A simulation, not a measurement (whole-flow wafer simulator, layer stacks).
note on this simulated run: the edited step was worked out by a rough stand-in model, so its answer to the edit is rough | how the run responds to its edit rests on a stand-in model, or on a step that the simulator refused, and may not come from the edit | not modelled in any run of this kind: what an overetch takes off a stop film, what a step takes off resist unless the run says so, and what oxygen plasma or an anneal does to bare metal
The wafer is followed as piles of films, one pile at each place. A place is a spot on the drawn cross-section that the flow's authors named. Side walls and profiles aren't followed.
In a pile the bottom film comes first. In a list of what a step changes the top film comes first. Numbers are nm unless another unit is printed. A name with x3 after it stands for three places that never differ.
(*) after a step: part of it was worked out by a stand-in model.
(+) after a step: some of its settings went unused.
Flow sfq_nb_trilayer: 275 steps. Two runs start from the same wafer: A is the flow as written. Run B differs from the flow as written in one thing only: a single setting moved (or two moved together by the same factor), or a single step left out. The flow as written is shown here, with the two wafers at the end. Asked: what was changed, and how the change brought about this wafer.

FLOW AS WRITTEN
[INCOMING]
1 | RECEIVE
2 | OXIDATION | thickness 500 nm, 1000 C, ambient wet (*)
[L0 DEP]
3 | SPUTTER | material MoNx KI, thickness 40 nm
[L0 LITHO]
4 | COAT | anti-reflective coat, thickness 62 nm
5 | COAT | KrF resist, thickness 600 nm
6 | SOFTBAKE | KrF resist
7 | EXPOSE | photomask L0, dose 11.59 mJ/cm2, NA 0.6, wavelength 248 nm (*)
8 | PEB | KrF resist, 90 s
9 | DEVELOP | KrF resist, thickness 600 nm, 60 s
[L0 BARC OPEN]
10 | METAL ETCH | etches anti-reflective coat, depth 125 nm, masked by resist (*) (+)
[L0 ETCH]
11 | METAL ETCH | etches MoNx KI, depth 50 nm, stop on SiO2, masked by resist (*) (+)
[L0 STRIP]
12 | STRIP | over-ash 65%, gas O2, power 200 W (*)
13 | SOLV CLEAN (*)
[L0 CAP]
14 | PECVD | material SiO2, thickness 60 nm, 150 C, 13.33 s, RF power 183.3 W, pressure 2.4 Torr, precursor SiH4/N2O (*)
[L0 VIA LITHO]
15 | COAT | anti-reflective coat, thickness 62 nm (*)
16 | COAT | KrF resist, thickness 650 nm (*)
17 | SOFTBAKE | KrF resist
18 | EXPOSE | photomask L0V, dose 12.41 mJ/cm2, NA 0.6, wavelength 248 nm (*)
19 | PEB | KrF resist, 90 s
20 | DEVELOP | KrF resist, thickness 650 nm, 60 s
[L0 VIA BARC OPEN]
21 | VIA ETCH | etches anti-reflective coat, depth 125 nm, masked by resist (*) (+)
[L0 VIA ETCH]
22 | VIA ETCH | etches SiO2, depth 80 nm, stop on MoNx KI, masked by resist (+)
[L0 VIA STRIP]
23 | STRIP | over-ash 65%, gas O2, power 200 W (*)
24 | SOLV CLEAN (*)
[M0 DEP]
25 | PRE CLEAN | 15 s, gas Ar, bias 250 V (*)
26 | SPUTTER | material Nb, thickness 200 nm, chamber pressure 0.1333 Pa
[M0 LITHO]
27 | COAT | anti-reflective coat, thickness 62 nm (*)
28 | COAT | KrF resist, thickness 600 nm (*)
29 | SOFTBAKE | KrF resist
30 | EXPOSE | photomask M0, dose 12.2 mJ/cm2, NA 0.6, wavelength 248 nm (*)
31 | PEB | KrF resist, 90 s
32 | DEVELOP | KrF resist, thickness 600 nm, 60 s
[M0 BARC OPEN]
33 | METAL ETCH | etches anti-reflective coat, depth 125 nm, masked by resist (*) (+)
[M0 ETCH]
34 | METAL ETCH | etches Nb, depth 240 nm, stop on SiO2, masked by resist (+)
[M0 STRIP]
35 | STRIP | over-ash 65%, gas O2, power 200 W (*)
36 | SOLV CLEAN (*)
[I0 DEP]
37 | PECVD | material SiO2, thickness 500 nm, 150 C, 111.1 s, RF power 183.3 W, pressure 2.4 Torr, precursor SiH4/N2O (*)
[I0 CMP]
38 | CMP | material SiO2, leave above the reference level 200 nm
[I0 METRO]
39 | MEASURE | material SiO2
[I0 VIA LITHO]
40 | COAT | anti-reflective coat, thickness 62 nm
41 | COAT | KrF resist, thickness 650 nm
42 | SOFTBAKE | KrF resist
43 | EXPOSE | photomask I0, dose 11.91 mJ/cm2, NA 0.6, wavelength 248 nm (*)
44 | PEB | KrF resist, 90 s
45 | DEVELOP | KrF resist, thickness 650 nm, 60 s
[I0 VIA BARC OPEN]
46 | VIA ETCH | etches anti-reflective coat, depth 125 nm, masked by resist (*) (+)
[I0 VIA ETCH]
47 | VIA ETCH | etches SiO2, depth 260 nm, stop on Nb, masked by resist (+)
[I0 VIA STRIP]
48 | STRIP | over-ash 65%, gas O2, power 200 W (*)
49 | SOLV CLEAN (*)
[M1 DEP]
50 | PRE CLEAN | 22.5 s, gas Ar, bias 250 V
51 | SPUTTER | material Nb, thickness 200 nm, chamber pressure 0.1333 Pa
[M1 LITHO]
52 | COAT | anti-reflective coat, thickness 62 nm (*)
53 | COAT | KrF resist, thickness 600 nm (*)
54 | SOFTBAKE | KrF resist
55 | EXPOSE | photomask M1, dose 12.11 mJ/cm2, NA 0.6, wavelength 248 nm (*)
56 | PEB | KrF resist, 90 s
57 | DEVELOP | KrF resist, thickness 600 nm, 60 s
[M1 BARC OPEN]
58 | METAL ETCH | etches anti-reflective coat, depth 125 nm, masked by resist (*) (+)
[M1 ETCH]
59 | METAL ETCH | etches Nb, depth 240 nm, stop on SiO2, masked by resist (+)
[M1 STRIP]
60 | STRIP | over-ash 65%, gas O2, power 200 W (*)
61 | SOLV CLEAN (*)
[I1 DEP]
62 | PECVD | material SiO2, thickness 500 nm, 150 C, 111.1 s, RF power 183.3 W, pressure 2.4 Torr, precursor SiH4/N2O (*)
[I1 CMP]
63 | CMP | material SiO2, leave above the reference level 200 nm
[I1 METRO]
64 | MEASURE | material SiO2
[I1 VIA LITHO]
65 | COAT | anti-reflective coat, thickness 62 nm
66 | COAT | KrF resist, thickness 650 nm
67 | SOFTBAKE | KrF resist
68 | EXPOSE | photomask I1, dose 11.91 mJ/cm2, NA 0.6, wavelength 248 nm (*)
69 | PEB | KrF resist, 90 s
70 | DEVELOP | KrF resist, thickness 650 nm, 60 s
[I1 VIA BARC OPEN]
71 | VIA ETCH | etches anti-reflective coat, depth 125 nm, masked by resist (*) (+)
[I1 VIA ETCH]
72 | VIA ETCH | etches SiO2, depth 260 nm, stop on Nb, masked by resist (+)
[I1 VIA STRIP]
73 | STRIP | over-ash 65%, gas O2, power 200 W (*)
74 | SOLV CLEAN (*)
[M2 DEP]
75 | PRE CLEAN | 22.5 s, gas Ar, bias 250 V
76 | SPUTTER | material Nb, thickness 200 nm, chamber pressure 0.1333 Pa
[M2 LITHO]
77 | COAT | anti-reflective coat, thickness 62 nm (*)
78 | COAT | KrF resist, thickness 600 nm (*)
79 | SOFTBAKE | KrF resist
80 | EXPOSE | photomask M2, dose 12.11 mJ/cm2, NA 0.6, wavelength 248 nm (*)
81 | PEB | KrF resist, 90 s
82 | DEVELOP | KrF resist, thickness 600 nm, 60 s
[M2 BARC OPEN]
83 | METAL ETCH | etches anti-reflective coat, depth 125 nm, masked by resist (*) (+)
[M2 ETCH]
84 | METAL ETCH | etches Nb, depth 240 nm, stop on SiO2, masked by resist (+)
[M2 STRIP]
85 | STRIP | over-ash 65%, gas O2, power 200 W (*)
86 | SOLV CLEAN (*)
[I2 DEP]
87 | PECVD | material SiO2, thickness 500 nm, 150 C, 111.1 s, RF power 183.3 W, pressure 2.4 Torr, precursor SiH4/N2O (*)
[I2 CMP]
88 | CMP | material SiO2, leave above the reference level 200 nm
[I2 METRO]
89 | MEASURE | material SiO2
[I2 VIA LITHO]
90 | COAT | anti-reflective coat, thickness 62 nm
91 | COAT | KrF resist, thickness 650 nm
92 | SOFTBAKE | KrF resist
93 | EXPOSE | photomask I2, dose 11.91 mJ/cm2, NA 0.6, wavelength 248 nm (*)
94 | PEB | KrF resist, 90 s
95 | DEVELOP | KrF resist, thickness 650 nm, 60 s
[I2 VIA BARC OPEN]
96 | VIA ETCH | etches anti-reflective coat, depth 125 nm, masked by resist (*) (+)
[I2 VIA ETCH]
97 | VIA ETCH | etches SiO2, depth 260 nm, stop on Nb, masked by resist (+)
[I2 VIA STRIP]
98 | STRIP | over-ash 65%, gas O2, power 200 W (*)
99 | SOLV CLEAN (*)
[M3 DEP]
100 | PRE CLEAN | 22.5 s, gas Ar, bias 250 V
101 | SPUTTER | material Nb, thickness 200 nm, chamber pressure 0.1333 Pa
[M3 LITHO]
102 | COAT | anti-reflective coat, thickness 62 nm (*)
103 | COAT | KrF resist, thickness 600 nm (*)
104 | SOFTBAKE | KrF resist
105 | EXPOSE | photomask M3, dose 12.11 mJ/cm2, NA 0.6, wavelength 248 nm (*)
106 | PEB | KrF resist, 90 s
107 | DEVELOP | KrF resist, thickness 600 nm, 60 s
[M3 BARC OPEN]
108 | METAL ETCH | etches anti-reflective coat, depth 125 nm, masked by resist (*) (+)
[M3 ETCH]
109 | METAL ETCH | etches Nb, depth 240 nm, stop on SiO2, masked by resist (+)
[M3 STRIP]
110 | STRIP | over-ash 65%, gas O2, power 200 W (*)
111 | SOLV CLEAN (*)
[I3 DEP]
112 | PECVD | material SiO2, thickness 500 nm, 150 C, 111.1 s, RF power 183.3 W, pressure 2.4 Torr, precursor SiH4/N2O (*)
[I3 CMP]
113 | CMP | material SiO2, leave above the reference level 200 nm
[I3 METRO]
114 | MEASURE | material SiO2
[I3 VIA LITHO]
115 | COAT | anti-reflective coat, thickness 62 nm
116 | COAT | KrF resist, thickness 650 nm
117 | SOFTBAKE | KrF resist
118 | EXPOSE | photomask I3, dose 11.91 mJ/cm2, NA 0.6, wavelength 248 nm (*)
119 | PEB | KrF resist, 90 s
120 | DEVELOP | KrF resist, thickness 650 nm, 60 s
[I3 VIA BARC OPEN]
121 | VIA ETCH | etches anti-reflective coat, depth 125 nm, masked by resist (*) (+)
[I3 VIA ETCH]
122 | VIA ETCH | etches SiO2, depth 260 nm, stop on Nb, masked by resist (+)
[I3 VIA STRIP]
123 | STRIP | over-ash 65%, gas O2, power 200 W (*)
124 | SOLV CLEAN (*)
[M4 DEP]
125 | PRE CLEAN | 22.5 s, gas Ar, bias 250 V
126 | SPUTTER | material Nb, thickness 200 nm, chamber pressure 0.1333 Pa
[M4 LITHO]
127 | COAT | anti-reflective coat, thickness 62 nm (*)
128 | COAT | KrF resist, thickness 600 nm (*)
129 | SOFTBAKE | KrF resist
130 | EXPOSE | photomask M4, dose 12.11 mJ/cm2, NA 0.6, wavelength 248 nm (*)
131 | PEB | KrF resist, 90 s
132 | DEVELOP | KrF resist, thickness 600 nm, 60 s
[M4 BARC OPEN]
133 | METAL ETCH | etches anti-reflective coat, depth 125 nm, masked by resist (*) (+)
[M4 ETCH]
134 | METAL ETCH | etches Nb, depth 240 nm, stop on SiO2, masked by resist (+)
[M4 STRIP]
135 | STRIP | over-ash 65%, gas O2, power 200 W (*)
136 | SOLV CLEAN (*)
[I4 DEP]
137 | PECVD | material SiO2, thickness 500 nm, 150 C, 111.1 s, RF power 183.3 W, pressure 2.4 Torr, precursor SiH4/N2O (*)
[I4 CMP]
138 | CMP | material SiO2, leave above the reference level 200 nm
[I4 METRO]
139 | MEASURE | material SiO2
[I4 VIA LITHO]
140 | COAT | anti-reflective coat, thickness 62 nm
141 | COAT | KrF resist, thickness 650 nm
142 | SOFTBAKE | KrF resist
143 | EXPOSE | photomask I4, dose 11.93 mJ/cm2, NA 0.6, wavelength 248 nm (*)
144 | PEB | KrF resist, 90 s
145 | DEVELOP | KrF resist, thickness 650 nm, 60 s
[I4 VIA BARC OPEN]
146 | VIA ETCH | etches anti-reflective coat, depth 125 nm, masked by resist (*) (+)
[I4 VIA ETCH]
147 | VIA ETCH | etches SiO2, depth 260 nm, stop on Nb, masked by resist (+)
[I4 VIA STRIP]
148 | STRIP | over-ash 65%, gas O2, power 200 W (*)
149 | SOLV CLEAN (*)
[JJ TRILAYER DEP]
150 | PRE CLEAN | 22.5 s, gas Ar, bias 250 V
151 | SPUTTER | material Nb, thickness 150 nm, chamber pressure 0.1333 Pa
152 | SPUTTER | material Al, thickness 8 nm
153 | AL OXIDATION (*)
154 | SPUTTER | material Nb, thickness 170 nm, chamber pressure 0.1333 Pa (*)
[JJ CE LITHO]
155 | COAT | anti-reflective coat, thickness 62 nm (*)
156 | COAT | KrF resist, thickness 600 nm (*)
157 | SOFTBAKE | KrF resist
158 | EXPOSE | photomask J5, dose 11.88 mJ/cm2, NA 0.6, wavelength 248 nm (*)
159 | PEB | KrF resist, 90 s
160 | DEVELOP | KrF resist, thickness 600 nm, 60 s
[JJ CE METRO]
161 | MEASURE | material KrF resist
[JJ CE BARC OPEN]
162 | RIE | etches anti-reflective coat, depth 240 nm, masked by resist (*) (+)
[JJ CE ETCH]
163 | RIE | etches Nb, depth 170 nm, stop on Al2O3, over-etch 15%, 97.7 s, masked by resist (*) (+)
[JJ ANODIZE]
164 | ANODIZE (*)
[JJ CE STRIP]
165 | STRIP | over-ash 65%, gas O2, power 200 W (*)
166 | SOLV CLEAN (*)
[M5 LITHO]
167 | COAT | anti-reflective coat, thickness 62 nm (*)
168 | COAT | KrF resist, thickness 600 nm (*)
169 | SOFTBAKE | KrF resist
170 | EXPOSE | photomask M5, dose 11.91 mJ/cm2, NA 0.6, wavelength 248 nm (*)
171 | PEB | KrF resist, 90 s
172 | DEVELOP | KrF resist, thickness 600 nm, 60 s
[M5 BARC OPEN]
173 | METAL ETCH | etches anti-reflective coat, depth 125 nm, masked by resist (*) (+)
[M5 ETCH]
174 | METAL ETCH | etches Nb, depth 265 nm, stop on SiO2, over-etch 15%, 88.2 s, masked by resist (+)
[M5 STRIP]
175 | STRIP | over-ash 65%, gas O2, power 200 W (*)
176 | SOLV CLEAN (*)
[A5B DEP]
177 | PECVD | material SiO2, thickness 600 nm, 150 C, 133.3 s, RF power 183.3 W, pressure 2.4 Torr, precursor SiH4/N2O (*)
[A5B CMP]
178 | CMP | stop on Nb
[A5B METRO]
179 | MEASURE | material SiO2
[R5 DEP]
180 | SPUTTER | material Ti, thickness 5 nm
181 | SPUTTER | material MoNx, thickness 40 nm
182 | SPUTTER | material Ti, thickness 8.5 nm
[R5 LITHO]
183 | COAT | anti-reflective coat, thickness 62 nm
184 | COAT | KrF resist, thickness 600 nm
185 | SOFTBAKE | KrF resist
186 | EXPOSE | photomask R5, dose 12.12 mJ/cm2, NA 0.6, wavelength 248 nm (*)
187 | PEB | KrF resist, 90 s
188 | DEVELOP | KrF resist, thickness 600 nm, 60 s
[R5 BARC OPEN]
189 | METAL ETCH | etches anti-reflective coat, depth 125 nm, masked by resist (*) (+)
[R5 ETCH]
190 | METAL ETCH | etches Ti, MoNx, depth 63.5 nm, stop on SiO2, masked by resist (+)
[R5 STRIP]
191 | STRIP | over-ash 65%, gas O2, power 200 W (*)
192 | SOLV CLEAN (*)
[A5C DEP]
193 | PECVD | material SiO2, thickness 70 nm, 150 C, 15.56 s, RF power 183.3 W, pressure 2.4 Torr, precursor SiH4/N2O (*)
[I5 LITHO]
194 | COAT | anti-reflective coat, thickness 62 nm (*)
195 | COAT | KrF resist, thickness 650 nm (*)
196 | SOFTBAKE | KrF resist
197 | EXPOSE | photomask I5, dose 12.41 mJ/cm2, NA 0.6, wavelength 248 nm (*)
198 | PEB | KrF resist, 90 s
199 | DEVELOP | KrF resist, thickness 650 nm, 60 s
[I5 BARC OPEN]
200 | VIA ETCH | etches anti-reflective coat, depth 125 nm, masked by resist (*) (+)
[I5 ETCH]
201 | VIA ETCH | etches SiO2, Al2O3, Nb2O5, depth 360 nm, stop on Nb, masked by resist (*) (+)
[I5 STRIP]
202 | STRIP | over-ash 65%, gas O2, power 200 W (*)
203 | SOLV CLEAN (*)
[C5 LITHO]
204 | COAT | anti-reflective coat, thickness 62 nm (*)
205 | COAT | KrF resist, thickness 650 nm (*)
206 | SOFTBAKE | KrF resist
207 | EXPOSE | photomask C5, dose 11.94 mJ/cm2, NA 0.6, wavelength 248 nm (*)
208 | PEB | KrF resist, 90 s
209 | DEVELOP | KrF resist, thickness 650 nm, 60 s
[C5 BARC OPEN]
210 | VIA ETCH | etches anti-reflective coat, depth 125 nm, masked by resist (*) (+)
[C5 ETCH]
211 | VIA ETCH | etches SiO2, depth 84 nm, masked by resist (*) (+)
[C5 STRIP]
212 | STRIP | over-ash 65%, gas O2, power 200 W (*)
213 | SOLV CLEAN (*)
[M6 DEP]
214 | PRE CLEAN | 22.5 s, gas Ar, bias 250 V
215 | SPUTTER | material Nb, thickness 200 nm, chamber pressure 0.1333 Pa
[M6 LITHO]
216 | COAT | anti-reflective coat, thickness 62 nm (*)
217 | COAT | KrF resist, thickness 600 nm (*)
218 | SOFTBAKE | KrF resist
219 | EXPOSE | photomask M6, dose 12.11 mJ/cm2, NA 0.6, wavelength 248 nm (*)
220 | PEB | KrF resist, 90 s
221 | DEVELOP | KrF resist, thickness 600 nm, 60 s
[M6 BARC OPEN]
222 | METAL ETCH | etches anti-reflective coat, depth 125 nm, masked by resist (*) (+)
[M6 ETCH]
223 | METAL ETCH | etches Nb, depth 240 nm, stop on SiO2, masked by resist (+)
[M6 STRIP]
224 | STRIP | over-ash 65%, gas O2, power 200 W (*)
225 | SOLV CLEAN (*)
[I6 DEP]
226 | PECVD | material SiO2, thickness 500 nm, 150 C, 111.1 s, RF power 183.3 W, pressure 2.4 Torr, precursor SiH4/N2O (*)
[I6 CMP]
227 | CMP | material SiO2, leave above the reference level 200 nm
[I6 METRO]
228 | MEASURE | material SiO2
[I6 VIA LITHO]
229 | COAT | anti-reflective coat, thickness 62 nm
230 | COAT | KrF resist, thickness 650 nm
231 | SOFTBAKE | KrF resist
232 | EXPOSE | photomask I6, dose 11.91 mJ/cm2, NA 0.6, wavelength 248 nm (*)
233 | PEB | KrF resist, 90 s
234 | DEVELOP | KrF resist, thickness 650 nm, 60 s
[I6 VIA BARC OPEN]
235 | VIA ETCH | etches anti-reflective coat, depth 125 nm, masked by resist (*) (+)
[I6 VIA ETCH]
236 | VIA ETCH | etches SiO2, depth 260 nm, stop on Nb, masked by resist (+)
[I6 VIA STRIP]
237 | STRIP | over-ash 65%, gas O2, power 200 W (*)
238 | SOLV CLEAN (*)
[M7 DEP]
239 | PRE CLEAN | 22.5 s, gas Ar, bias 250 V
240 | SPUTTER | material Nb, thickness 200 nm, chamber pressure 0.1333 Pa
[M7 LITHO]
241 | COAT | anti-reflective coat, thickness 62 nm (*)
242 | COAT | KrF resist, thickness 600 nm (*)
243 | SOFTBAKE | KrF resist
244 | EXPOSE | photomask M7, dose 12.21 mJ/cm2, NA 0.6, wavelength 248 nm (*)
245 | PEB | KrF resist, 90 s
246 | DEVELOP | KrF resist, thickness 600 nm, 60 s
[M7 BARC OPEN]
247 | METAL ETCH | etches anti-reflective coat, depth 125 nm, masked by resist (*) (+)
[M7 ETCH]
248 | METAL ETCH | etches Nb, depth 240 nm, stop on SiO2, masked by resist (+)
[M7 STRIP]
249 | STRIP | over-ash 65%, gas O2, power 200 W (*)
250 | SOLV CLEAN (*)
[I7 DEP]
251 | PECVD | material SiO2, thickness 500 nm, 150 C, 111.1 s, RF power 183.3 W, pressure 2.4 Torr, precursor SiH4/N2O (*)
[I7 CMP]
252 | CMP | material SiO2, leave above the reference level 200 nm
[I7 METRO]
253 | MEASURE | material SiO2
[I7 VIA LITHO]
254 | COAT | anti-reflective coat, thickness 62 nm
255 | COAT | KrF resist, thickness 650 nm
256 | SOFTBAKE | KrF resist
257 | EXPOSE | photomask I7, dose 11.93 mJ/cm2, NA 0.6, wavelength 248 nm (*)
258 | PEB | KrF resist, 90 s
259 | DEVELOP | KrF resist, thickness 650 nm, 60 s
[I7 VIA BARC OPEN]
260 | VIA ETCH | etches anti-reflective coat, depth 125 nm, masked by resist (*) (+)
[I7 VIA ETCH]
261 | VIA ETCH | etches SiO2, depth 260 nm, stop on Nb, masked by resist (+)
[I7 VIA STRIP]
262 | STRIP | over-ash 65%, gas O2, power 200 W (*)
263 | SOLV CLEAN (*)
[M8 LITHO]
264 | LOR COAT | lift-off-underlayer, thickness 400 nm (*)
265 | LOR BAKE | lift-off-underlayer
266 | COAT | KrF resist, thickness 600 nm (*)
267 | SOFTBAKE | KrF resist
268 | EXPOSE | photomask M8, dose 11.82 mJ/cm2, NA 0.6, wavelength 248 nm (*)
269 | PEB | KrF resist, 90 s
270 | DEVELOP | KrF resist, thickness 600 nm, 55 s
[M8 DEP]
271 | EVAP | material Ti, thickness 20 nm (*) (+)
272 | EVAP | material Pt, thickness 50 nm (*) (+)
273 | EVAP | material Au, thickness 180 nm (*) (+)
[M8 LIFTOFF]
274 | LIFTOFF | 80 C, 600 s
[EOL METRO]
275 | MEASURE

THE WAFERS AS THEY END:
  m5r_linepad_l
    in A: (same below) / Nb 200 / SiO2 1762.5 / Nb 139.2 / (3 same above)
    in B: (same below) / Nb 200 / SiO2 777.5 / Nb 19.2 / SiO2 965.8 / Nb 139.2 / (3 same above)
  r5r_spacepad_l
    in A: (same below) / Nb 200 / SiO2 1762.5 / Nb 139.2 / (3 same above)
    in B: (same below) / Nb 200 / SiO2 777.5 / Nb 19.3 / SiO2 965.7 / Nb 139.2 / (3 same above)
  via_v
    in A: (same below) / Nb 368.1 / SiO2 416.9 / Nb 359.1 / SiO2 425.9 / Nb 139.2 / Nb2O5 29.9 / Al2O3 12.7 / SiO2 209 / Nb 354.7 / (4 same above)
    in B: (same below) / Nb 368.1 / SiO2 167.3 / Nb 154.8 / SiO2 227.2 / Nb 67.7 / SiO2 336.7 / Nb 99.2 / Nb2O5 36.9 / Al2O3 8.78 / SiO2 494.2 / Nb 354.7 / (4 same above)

What caused this: step 87, PECVD: thickness 200 nm was run, whereas the flow has thickness 500 nm; step 87, PECVD: 44.44 s was run, where the flow has 111.1 s.

Step by step, how the change led to this:
  87 | PECVD | material SiO2, thickness 500 nm, 150 C, 111.1 s, RF power 183.3 W, pressure 2.4 Torr, precursor SiH4/N2O (*)
      field_l, be, be_sur and 81 more: A SiO2 gains 500 | B SiO2 gains 200
      v_sur, via_wl, via_w and 18 more: A SiO2 gains 500 (new film) | B SiO2 gains 200 (new film)
      (also at 1 further place)
  88 | CMP | material SiO2, leave above the reference level 200 nm
      field_l, be, be_sur and 81 more: A SiO2 loses 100 | B nothing
      v_sur, via_wl, via_w and 18 more: A SiO2 loses 300 | B nothing
      (also at 1 further place)
  90 | COAT | anti-reflective coat, thickness 62 nm
      m0r_space_l, m0r_space_r, m6r_space_l, m6r_space_r, m7r_space_l, m7r_space_r: A anti-reflective coat gains 62 (new film) | B anti-reflective coat gains 81.5 (new film)
      c5j, p3_s3, p3_l4, p3_s4: A anti-reflective coat gains 62 (new film) | B anti-reflective coat gains 64.1 (new film)
      (also at 75 further places)
  91 | COAT | KrF resist, thickness 650 nm
      m0r_space_l, m0r_space_r, m5r_space_l, m5r_space_r, m6r_space_l, m6r_space_r, m7r_space_l, m7r_space_r: A KrF resist gains 650 (new film) | B KrF resist gains 677.3 (new film)
      m0r_line_l, m0r_line_r, m6r_line_l, m6r_line_r, m7r_line_l, m7r_line_r: A KrF resist gains 650 (new film) | B KrF resist gains 687.3 (new film)
      (also at 55 further places)
  95 | DEVELOP | KrF resist, thickness 650 nm, 60 s
      via_w: A KrF resist loses 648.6 (all of it) | B KrF resist loses 578 (all of it)
  96 | VIA ETCH | etches anti-reflective coat, depth 125 nm, masked by resist (*) (+)
      field_l, v_sur, via_wl and 102 more: A KrF resist loses 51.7 | B KrF resist loses 38.3
      via_w: A anti-reflective coat loses 62 (all of it), SiO2 loses 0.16 | B anti-reflective coat loses 46 (all of it), SiO2 loses 0.12
  98 | STRIP | over-ash 65%, gas O2, power 200 W (*)
      m0r_line_l, m0r_line_r, m6r_line_l, m6r_line_r, m7r_line_l, m7r_line_r: A KrF resist loses 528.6 (all of it), anti-reflective coat loses 62 (all of it) | B KrF resist loses 579.2 (all of it), anti-reflective coat loses 61.5 (all of it)
      m0r_space_l, m0r_space_r, m6r_space_l, m6r_space_r, m7r_space_l, m7r_space_r: A KrF resist loses 528.6 (all of it), anti-reflective coat loses 62 (all of it) | B KrF resist loses 569.2 (all of it), anti-reflective coat loses 81.5 (all of it)
      (also at 93 further places)
  101 | SPUTTER | material Nb, thickness 200 nm, chamber pressure 0.1333 Pa
      via_v: A Nb gains 200 (new film) | B Nb gains 154.8 (new film)
  102 | COAT | anti-reflective coat, thickness 62 nm (*)
      m0r_space_l, m0r_space_r, m6r_space_l, m6r_space_r, m7r_space_l, m7r_space_r: A anti-reflective coat gains 62 (new film) | B anti-reflective coat gains 82.3 (new film)
      p3_l3, p3_s3, p3_s4, p3_l6: A anti-reflective coat gains 62 (new film) | B anti-reflective coat gains 64.2 (new film)
      (also at 75 further places)
  103 | COAT | KrF resist, thickness 600 nm (*)
      m0r_line_l, m0r_line_r, m6r_line_l, m6r_line_r, m7r_line_l, m7r_line_r: A KrF resist gains 600 (new film) | B KrF resist gains 636.9 (new film)
      m0r_space_l, m0r_space_r, m6r_space_l, m6r_space_r, m7r_space_l, m7r_space_r: A KrF resist gains 600 (new film) | B KrF resist gains 626.8 (new film)
      (also at 57 further places)
  107 | DEVELOP | KrF resist, thickness 600 nm, 60 s
      m0r_line_l, m0r_line_r, m6r_line_l, m6r_line_r, m7r_line_l, m7r_line_r: A KrF resist loses 598.7 (all of it) | B KrF resist loses 635.6 (all of it)
      m0r_space_l, m0r_space_r, m6r_space_l, m6r_space_r, m7r_space_l, m7r_space_r: A KrF resist loses 598.7 (all of it) | B KrF resist loses 625.5 (all of it)
      (also at 34 further places)
  108 | METAL ETCH | etches anti-reflective coat, depth 125 nm, masked by resist (*) (+)
      m5r_linepad_l, m5r_linepad_r, r5r_spacepad_l, r5r_spacepad_r, m8r_pad_l, m8r_pad_r: A anti-reflective coat loses 62 (all of it) | B anti-reflective coat loses 125
      v_sur, via_wl, via_w and 28 more: A KrF resist loses 51.7 | B KrF resist loses 69.4
      (also at 52 further places)
  109 | METAL ETCH | etches Nb, depth 240 nm, stop on SiO2, masked by resist (+)
      m5r_linepad_l, m5r_linepad_r: A Nb loses 200 (all of it) | B anti-reflective coat loses 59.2 (all of it), Nb loses 180.8
      r5r_spacepad_l, r5r_spacepad_r: A Nb loses 200 (all of it) | B anti-reflective coat loses 59.3 (all of it), Nb loses 180.7
      (also at 2 further places)
  110 | STRIP | over-ash 65%, gas O2, power 200 W (*)
      v_sur: A KrF resist loses 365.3 (all of it), anti-reflective coat loses 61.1 (all of it) | B KrF resist loses 263.2 (all of it), anti-reflective coat loses 36.5 (all of it)
      via_wl: A KrF resist loses 384.2 (all of it), anti-reflective coat loses 34.2 (all of it) | B KrF resist loses 279.3 (all of it), anti-reflective coat loses 25.9 (all of it)
      (also at 28 further places)
  112 | PECVD | material SiO2, thickness 500 nm, 150 C, 111.1 s, RF power 183.3 W, pressure 2.4 Torr, precursor SiH4/N2O (*)
      m5r_linepad_l, m5r_linepad_r, r5r_spacepad_l, r5r_spacepad_r: A SiO2 gains 500 | B SiO2 gains 500 (new film)
      via_v: A SiO2 gains 500 (new film) | B SiO2 gains 651.9 (new film)
  113 | CMP | material SiO2, leave above the reference level 200 nm
      field_l, be, be_sur and 64 more: A SiO2 loses 100 | B nothing
      p4_g1, p4_g2, p3_s0, p3_s1, p3_s2, p3_s3, p3_s4, p3_s5: A SiO2 loses 157.1 | B nothing
      (also at 10 further places)
  ... 34 further steps ...
  178 | CMP | stop on Nb
      lsp_r, l0_sur, l0v: A SiO2 loses 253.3 | B SiO2 loses 244.9
      via_v: A SiO2 loses 453.5 | B SiO2 loses 340.8
With metal films that touch counted as one body, m5r_linepad_l has 3 bodies (between them, from the top down: SiO2 965.8; SiO2 777.5); the flow as written gives 2 bodies (between them, from the top down: SiO2 1762.5).
With metal films that touch counted as one body, r5r_spacepad_l has 3 bodies (between them, from the top down: SiO2 965.7; SiO2 777.5); the flow as written gives 2 bodies (between them, from the top down: SiO2 1762.5).
With metal films that touch counted as one body, via_v has 7 bodies (between them, from the top down: SiO2 437.8; SiO2 494.2 / Al2O3 8.78 / Nb2O5 36.9; SiO2 336.7; SiO2 227.2; SiO2 167.3; SiO2 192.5); the flow as written gives 6 bodies (between them, from the top down: SiO2 437.8; SiO2 209 / Al2O3 12.7 / Nb2O5 29.9; SiO2 425.9; SiO2 416.9; SiO2 192.5).
